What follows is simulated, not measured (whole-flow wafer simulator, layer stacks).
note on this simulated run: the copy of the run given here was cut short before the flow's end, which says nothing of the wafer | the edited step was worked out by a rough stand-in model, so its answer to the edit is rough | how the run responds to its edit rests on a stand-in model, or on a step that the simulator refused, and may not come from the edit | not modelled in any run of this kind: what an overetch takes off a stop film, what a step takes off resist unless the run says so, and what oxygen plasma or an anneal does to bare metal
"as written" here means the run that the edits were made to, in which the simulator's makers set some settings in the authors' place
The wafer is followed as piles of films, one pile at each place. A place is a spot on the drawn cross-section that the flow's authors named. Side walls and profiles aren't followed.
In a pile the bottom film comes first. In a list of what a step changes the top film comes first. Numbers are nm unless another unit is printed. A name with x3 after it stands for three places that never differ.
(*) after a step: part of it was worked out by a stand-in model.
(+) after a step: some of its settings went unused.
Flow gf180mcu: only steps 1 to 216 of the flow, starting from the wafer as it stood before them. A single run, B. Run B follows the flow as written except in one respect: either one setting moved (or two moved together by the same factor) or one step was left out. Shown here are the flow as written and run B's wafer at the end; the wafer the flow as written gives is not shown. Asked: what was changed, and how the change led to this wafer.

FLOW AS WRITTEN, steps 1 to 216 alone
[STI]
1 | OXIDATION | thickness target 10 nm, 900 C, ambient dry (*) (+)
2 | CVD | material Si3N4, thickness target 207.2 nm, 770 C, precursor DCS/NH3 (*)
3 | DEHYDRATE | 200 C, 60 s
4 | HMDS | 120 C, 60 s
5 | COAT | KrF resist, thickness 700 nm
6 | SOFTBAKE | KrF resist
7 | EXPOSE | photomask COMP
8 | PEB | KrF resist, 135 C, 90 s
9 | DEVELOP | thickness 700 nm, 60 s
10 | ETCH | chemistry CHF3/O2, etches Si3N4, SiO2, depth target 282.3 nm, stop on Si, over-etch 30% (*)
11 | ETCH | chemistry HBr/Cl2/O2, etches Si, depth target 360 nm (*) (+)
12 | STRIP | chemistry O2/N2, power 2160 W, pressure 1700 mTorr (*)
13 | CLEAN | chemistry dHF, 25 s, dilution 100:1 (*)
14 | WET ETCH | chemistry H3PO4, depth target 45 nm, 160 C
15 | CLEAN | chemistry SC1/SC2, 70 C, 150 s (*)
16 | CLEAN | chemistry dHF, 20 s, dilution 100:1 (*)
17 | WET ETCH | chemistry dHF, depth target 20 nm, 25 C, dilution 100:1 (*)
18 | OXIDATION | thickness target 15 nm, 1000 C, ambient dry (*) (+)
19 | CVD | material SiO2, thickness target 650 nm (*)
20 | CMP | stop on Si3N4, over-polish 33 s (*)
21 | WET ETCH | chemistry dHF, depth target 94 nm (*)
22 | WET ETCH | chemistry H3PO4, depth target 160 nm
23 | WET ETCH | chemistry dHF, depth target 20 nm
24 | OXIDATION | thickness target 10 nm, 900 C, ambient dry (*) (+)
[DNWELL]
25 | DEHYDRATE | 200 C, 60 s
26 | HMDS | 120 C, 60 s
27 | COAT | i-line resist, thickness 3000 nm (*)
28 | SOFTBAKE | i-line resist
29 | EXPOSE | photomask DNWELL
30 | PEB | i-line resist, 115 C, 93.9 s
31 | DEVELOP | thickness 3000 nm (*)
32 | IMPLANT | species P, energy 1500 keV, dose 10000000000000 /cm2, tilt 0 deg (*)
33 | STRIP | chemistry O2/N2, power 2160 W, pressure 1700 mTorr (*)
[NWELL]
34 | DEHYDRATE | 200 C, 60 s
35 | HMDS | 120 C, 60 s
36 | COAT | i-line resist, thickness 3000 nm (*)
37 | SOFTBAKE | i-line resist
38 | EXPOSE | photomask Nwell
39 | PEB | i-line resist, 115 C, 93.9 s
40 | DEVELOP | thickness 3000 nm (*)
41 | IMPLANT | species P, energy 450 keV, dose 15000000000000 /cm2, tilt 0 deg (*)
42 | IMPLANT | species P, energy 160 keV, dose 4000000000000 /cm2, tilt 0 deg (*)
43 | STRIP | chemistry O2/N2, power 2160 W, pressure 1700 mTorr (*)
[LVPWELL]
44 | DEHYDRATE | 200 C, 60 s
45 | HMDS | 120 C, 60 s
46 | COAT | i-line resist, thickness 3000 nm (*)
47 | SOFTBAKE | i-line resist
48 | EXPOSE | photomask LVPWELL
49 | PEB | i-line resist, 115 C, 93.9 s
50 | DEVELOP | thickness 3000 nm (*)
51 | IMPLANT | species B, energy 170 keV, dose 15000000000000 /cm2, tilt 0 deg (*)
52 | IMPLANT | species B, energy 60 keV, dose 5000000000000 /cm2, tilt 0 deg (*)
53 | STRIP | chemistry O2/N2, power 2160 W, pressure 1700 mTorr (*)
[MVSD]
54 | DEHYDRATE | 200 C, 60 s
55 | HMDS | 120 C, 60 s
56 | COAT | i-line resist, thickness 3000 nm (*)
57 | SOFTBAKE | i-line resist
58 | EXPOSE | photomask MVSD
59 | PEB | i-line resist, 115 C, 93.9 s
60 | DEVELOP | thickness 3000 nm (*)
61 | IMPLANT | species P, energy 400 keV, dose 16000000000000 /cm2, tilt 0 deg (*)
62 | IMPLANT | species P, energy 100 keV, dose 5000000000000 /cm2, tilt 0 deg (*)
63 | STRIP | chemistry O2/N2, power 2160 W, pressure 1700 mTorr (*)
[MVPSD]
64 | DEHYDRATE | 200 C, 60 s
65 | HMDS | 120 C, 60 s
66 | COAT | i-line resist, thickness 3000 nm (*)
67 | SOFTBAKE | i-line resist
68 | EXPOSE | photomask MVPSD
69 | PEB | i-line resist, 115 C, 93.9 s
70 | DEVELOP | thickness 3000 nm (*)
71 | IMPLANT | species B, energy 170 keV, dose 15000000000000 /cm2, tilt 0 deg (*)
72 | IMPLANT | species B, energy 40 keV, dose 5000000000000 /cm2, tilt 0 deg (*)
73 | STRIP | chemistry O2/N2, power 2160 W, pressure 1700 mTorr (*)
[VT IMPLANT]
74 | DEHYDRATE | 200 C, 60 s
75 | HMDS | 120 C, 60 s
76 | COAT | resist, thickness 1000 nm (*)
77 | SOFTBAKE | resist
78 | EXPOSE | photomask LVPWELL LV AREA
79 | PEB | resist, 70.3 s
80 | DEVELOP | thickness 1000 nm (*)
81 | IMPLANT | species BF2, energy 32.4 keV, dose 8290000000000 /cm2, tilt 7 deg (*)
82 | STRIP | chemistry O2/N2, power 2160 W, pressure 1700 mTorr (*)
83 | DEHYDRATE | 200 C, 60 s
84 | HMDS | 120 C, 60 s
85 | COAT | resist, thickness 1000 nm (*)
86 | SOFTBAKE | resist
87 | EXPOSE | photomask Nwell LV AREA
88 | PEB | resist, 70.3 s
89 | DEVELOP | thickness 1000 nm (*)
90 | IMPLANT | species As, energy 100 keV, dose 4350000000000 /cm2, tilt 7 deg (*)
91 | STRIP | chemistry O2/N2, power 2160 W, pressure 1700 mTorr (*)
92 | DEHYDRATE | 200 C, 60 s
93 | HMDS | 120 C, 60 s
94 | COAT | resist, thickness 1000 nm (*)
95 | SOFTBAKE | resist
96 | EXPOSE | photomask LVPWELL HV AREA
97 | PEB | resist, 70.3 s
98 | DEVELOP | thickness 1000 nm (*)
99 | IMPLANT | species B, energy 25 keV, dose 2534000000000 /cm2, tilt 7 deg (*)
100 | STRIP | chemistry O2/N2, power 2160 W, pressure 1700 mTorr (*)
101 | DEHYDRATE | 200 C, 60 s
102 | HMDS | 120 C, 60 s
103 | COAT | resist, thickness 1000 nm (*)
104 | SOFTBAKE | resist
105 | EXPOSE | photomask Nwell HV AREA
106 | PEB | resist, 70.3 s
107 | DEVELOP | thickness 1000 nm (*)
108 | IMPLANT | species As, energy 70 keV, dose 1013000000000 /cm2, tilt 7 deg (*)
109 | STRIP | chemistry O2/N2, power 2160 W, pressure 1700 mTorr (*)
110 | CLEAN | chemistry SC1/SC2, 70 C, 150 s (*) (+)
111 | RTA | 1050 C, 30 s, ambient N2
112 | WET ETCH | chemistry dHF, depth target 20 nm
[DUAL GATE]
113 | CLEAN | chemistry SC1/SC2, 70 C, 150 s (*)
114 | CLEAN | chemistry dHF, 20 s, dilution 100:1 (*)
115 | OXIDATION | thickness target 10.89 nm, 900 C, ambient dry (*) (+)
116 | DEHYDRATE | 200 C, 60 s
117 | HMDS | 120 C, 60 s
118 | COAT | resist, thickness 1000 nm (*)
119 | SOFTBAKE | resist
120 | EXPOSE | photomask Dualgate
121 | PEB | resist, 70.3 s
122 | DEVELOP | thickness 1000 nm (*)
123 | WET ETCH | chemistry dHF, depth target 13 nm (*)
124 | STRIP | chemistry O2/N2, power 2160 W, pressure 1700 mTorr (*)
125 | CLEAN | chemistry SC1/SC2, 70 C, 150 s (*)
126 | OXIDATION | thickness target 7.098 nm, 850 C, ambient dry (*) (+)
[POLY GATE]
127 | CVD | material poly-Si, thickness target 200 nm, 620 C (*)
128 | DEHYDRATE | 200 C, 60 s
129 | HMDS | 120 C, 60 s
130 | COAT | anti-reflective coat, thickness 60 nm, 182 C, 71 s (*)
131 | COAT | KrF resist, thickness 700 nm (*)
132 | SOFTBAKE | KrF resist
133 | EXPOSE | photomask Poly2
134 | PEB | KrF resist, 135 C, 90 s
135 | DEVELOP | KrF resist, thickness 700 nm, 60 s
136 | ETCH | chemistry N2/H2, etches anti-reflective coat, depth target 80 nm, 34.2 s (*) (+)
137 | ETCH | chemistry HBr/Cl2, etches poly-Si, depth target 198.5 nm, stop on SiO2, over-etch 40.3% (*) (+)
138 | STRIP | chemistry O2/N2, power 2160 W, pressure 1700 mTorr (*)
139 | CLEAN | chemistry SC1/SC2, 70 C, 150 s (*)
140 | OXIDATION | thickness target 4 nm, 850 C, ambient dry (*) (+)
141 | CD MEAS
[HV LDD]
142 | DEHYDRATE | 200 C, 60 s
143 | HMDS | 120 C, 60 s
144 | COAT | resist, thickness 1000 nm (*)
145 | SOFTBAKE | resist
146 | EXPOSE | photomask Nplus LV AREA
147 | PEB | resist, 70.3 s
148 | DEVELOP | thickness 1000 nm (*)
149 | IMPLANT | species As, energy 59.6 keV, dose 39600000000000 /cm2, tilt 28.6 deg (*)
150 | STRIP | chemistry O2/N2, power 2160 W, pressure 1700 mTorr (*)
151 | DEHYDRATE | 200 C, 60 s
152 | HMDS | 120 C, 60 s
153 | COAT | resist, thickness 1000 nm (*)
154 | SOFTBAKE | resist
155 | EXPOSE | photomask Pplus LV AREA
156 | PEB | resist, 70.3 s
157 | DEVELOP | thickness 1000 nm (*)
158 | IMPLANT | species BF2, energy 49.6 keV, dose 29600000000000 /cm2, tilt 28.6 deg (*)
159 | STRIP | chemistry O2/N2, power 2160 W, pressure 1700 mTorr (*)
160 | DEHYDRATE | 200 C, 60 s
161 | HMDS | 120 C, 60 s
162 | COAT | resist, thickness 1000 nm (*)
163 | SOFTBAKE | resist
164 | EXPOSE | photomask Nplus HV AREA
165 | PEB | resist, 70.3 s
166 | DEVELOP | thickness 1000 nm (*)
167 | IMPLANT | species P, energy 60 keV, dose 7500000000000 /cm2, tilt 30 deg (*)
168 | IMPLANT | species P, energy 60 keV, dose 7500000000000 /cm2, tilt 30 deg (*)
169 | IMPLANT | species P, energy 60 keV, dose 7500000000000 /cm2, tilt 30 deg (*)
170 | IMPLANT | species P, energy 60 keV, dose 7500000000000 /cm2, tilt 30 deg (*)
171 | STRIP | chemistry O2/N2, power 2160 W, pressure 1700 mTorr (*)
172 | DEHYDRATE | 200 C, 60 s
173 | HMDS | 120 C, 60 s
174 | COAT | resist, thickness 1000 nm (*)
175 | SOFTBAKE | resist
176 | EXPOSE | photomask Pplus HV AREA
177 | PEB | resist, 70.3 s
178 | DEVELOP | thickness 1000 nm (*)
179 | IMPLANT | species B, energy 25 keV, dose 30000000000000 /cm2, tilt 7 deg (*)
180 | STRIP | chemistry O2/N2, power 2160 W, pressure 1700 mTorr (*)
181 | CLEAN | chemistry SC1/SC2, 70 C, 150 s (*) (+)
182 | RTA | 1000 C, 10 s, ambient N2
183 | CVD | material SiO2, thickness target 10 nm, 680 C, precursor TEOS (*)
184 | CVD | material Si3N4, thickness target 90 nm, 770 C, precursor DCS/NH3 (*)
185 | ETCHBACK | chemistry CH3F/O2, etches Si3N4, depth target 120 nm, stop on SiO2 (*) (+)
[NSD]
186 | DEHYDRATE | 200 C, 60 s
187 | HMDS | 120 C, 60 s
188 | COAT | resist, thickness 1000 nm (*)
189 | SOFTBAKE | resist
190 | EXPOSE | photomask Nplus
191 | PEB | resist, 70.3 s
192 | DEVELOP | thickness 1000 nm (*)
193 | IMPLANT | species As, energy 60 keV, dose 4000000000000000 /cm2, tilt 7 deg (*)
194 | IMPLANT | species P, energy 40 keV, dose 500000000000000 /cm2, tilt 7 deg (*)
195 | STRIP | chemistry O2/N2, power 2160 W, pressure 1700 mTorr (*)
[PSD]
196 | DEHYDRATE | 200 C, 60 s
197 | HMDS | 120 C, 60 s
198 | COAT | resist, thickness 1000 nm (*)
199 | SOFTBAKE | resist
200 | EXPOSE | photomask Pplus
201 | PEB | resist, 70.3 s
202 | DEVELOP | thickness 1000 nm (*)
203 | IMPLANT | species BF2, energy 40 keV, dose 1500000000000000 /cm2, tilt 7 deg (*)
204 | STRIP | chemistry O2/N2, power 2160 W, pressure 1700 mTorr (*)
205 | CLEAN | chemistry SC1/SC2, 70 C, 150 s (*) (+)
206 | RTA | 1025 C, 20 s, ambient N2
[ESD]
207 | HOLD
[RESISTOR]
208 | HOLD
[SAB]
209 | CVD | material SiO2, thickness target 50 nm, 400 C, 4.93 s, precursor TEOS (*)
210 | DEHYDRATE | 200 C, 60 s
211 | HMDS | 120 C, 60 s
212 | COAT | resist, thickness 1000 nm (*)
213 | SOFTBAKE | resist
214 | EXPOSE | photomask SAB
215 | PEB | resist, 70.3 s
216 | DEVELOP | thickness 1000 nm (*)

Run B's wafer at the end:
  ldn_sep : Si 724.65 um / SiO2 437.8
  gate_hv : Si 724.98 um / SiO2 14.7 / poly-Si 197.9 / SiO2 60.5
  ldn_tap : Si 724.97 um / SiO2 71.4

Cause: step 1, OXIDATION: 1035 C was run, though the flow has 900 C.

Step by step, how the change led to this:
  1 | OXIDATION | thickness target 10 nm, 900 C, ambient dry (*) (+)
      field, field_sub, active and 77 more: +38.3 SiO2 (new film), -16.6 Si (it would be, as written: +10 SiO2 (new film), -4.11 Si)
  10 | ETCH | chemistry CHF3/O2, etches Si3N4, SiO2, depth target 282.3 nm, stop on Si, over-etch 30% (*)
      field, field_sub, sti and 34 more: -207.2 Si3N4 (all of it), -38.3 SiO2 (all of it), -7.37 Si (it would be, as written: -207.2 Si3N4 (all of it), -10 SiO2 (all of it), -13 Si)
  11 | ETCH | chemistry HBr/Cl2/O2, etches Si, depth target 360 nm (*) (+)
      active, n_well, p_well and 40 more: -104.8 KrF resist (it would be, as written: -112.3 KrF resist)
      field, field_sub, sti and 34 more: -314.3 Si (it would be, as written: -337 Si)
  12 | STRIP | chemistry O2/N2, power 2160 W, pressure 1700 mTorr (*)
      active, n_well, p_well and 40 more: -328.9 KrF resist (all of it) (it would be, as written: -321.4 KrF resist (all of it))
  23 | WET ETCH | chemistry dHF, depth target 20 nm
      active, n_well, p_well and 40 more: -20 SiO2 (it would be, as written: -9.93 SiO2 (all of it))
  24 | OXIDATION | thickness target 10 nm, 900 C, ambient dry (*) (+)
      active, n_well, p_well and 40 more: +5.76 SiO2, -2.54 Si (it would be, as written: +10 SiO2 (new film), -4.4 Si)
  28 | SOFTBAKE | i-line resist
      ldn_fp, ldn_drn: +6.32 i-line resist (it would be, as written: +4.83 i-line resist)
      field: +3.35 i-line resist (it would be, as written: +2.45 i-line resist)
      (and at 38 other places as well)
  37 | SOFTBAKE | i-line resist
      ldn_fp, ldn_drn: +6.32 i-line resist (it would be, as written: +4.83 i-line resist)
      field: +3.35 i-line resist (it would be, as written: +2.45 i-line resist)
      (and at 38 other places as well)
  47 | SOFTBAKE | i-line resist
      ldn_fp, ldn_drn: +6.32 i-line resist (it would be, as written: +4.83 i-line resist)
      field: +3.35 i-line resist (it would be, as written: +2.45 i-line resist)
      (and at 38 other places as well)
  57 | SOFTBAKE | i-line resist
      ldn_fp, ldn_drn: +6.32 i-line resist (it would be, as written: +4.83 i-line resist)
      field: +3.35 i-line resist (it would be, as written: +2.45 i-line resist)
      (and at 38 other places as well)
  67 | SOFTBAKE | i-line resist
      ldn_fp, ldn_drn: +6.32 i-line resist (it would be, as written: +4.83 i-line resist)
      field: +3.35 i-line resist (it would be, as written: +2.45 i-line resist)
      (and at 38 other places as well)
  77 | SOFTBAKE | resist
      field_sub__w2: -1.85 resist (it would be, as written: -1.34 resist)
      gate_p_hv: +2.4 resist (it would be, as written: +1.75 resist)
      (and at 2 other places as well)
  86 | SOFTBAKE | resist
      field_sub__w2: -1.85 resist (it would be, as written: -1.34 resist)
      gate_p_hv: +2.4 resist (it would be, as written: +1.75 resist)
      (and at 2 other places as well)
  95 | SOFTBAKE | resist
      field_sub__w2: -1.85 resist (it would be, as written: -1.34 resist)
      gate_p_hv: +2.4 resist (it would be, as written: +1.75 resist)
      (and at 2 other places as well)
  104 | SOFTBAKE | resist
      field_sub__w2: -1.85 resist (it would be, as written: -1.34 resist)
      gate_p_hv: +2.4 resist (it would be, as written: +1.75 resist)
      (and at 2 other places as well)
  112 | WET ETCH | chemistry dHF, depth target 20 nm
      active, n_well, p_well and 40 more: -20 SiO2 (it would be, as written: -9.66 SiO2 (all of it))
  ... 41 further steps ...
  216 | DEVELOP | thickness 1000 nm (*)
      p_well, sd_n: -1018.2 resist (all of it) (it would be, as written: -996.4 resist (all of it))
      spacer: -926.7 resist (all of it) (it would be, as written: -905.1 resist (all of it))
      (and at 1 other place as well)
